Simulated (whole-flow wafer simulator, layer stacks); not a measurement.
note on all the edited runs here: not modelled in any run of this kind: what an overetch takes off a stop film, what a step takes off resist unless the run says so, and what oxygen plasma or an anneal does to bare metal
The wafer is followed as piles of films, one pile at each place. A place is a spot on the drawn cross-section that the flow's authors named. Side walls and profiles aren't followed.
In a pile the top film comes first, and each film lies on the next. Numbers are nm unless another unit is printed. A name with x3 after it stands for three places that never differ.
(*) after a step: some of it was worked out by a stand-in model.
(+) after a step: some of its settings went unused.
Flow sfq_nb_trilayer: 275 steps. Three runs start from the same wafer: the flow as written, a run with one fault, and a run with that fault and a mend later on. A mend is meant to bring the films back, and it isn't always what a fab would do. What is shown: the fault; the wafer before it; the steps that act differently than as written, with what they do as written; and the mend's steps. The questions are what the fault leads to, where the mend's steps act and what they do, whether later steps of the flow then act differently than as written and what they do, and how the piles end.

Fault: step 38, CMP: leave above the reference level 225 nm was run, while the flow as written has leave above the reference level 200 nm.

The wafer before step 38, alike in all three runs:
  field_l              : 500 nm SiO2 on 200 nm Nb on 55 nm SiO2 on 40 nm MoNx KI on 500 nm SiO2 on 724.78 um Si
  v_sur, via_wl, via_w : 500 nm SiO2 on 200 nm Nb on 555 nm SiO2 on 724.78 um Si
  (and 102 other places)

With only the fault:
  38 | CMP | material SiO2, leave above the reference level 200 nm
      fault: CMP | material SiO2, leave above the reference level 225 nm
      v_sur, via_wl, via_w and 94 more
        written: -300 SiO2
        fault: -275 SiO2
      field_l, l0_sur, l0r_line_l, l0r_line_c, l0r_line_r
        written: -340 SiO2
        fault: -315 SiO2
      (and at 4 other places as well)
  Steps further on in the flow that do not act as written (3 other steps are not shown; they differ only slightly, by no more than 2% or 0.5 nm, whichever is larger):
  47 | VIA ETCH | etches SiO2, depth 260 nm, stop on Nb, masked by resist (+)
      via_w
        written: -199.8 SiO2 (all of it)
        fault: -224.8 SiO2 (all of it)
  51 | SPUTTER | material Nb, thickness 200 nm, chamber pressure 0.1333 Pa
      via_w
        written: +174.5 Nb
        fault: +169.9 Nb
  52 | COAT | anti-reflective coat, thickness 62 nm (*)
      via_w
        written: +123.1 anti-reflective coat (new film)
        fault: +128.4 anti-reflective coat (new film)
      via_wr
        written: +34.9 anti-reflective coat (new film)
        fault: +34.1 anti-reflective coat (new film)
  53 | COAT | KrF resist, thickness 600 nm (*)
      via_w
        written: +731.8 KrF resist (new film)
        fault: +752.1 KrF resist (new film)
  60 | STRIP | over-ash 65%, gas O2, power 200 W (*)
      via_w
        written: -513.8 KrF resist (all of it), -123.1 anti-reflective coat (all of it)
        fault: -534.1 KrF resist (all of it), -128.4 anti-reflective coat (all of it)
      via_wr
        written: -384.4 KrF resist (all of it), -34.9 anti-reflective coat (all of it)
        fault: -382.1 KrF resist (all of it), -34.1 anti-reflective coat (all of it)
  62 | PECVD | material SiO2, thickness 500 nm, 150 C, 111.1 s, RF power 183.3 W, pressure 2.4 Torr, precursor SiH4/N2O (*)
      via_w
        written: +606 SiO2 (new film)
        fault: +635.7 SiO2 (new film)
  By the end, the piles at v_sur, via_wl, via_w and 30 more depart from the flow's by more than 2% or 0.5 nm, whichever is larger.
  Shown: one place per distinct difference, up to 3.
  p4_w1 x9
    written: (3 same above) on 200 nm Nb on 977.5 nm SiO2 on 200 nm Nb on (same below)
    fault: (3 same above) on 200 nm Nb on 1002.5 nm SiO2 on 200 nm Nb on (same below)
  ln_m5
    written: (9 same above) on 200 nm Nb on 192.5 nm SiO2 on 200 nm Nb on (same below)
    fault: (9 same above) on 200 nm Nb on 217.5 nm SiO2 on 200 nm Nb on (same below)
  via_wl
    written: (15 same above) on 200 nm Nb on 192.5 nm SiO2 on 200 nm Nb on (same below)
    fault: (15 same above) on 200 nm Nb on 217.5 nm SiO2 on 200 nm Nb on (same below)

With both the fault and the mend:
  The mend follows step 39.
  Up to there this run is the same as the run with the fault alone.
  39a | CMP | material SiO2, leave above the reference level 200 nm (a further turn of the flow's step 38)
      field_l, v_sur, via_wl and 103 more
        -25 SiO2
  None of the later steps of the flow acts differently than as written at any place that is followed.
  At every place that both follow, the piles at the end match the flow's.
